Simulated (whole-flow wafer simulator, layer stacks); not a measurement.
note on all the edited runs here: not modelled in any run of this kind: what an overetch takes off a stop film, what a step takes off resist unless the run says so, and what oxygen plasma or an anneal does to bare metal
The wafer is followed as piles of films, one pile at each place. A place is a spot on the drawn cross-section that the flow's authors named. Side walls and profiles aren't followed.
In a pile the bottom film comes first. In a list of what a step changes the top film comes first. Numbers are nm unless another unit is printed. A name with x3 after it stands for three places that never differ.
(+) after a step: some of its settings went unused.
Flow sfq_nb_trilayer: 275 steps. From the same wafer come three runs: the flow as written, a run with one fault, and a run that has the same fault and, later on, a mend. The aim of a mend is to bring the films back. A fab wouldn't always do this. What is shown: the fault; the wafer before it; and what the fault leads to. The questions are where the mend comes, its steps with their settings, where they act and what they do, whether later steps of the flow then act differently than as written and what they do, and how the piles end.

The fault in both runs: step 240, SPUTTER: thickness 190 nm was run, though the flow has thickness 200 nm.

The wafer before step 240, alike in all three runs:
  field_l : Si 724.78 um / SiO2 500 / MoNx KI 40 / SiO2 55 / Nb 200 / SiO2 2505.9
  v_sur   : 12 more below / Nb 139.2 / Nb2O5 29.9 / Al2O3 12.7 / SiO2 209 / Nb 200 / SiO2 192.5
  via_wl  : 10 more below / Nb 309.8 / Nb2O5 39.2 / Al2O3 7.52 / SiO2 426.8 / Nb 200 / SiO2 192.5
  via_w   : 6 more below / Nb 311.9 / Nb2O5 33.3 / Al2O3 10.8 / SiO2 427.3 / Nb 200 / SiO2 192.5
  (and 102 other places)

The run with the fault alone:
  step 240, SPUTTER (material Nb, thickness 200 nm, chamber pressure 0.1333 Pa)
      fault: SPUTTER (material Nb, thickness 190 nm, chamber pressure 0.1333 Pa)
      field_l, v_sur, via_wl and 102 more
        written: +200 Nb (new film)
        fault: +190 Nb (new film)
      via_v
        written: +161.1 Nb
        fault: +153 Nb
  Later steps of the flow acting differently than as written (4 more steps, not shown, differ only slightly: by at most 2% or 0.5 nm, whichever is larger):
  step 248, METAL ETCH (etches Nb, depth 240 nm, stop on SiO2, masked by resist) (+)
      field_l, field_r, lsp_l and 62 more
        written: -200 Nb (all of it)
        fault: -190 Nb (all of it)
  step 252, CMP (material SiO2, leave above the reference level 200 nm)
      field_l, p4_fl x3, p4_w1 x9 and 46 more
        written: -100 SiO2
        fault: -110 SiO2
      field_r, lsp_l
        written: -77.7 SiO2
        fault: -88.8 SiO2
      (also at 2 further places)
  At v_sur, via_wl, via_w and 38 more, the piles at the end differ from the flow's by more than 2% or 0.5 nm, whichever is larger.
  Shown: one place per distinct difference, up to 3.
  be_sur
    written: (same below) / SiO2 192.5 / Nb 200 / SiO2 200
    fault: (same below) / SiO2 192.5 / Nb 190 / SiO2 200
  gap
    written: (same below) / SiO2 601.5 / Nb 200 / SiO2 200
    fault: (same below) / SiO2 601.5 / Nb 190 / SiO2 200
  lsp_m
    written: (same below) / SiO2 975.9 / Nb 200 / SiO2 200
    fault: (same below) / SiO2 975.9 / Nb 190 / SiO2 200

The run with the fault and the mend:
  The mend follows step 240.
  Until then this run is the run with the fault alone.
  step 240a, SPUTTER (material Nb, thickness 10 nm, chamber pressure 0.1333 Pa) (a further turn of the flow's step 240, with different settings)
      field_l, v_sur, via_wl and 102 more
        +10 Nb
      via_v
        +7.08 Nb
  None of the later steps of the flow differs from how it acts as written, at any place that is followed, by more than 2% or 0.5 nm, whichever is larger.
  At the end the piles are close to the flow's at the places that both follow, differing by at most 2% or 0.5 nm, whichever is larger.
